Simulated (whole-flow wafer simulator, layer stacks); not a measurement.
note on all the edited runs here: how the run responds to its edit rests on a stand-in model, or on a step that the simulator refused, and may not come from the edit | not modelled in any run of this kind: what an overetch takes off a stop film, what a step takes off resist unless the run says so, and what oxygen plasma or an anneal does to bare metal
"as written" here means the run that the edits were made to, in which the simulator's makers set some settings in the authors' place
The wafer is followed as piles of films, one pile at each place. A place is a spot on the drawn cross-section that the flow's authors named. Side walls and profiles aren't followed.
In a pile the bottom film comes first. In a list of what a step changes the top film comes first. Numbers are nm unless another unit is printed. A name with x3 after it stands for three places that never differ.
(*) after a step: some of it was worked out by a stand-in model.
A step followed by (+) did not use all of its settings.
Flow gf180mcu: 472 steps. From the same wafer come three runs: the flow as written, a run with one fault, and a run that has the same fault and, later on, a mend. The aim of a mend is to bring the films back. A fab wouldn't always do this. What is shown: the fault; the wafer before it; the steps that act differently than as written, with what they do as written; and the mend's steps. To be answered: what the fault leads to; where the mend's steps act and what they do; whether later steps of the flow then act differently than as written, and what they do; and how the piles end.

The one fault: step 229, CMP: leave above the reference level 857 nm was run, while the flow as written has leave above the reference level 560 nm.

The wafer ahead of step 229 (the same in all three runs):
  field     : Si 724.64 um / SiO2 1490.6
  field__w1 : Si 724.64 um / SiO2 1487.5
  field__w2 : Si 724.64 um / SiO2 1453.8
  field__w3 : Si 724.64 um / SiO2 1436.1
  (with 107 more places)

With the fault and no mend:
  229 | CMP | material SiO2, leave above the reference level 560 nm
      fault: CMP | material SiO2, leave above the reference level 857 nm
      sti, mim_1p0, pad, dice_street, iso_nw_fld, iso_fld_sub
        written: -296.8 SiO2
        fault: nothing
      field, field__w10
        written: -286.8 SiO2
        fault: nothing
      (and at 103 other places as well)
  Later steps of the flow acting differently than as written (not shown: 4 more steps that differ only slightly, by at most 2% or 0.5 nm, whichever is larger):
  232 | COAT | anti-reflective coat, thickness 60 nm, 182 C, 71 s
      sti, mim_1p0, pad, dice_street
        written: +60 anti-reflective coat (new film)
        fault: +50.3 anti-reflective coat (new film)
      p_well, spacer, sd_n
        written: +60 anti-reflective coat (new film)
        fault: +50.1 anti-reflective coat (new film)
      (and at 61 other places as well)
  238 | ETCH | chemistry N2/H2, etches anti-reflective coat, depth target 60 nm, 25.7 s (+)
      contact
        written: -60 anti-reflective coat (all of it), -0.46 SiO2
        fault: -64.1 anti-reflective coat (all of it), -0.36 SiO2
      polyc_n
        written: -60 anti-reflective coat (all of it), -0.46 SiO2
        fault: -53.5 anti-reflective coat (all of it), -0.63 SiO2
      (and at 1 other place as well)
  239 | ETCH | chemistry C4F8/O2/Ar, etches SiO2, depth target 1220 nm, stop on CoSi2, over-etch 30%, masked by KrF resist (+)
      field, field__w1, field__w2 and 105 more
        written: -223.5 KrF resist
        fault: -244 KrF resist
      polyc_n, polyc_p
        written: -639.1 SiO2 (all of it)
        fault: -935.9 SiO2 (all of it)
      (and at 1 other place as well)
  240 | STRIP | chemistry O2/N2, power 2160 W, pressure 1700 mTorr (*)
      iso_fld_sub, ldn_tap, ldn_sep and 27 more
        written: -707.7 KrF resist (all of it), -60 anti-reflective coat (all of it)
        fault: -687.2 KrF resist (all of it), -60 anti-reflective coat (all of it)
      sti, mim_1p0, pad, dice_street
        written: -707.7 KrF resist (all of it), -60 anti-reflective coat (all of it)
        fault: -689.6 KrF resist (all of it), -50.3 anti-reflective coat (all of it)
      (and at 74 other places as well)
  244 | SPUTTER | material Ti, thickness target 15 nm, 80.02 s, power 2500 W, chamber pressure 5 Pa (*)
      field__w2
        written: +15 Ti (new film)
        fault: +14.1 Ti (new film)
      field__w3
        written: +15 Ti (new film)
        fault: +14.2 Ti (new film)
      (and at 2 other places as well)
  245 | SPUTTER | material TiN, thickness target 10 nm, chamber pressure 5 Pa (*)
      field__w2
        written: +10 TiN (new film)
        fault: +9.35 TiN (new film)
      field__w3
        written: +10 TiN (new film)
        fault: +9.48 TiN (new film)
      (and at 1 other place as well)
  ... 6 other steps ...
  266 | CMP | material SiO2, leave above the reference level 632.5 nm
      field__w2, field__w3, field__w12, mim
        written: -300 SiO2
        fault: -287.7 SiO2
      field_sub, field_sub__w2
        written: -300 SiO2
        fault: -271 SiO2
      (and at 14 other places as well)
  By the end, the piles at field, field__w1, field__w2 and 109 more depart from the flow's by more than 2% or 0.5 nm, whichever is larger.
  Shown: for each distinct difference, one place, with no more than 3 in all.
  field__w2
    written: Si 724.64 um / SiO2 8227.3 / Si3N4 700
    fault: Si 724.64 um / SiO2 1450.4 / Ti 14.1 / TiN 9.35 / W 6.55 / SiO2 7042.5 / Si3N4 700
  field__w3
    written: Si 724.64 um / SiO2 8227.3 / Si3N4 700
    fault: Si 724.64 um / SiO2 1432.6 / Ti 14.2 / TiN 9.48 / W 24 / SiO2 7042.5 / Si3N4 700
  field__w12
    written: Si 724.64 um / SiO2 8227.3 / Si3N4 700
    fault: Si 724.64 um / SiO2 1432.4 / Ti 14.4 / TiN 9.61 / W 23.9 / SiO2 7042.5 / Si3N4 700

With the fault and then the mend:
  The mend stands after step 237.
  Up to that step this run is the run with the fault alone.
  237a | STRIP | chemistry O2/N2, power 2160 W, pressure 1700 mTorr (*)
      iso_fld_sub, ldn_tap, ldn_sep and 27 more
        -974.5 KrF resist (all of it), -60 anti-reflective coat (all of it)
      sti, mim_1p0, pad, dice_street
        -976.9 KrF resist (all of it), -50.3 anti-reflective coat (all of it)
      p_well, spacer, sd_n
        -976.9 KrF resist (all of it), -50.1 anti-reflective coat (all of it)
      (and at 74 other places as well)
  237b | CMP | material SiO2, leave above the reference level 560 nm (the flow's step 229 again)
      field__w5, field__w9, field__w13 and 70 more
        -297 SiO2
      sti, mim_1p0, pad, dice_street, iso_nw_fld, iso_fld_sub
        -296.8 SiO2
      field, field__w10
        -286.8 SiO2
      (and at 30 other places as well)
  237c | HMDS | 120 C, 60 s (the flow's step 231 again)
      leaves every film unchanged at each place that is followed
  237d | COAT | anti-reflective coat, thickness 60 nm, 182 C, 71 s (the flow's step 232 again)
      field, field__w1, field__w2 and 108 more
        +60 anti-reflective coat (new film)
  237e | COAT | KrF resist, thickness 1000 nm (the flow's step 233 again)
      field, field__w1, field__w2 and 108 more
        +1000 KrF resist (new film)
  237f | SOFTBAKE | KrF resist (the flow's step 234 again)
      leaves every film unchanged at each place that is followed
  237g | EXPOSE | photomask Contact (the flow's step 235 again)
      leaves every film unchanged at each place that is followed
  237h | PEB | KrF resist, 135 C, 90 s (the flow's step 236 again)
      field, field__w1, field__w2 and 108 more
        -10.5 KrF resist
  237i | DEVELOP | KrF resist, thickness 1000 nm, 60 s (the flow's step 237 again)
      field, field__w1, field__w2 and 105 more
        -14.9 KrF resist
      contact, polyc_n, polyc_p
        -989.5 KrF resist (all of it)
  Later steps of the flow that are run all act as written at every place that is followed.
  The piles end the same as the flow's at every place that both follow.
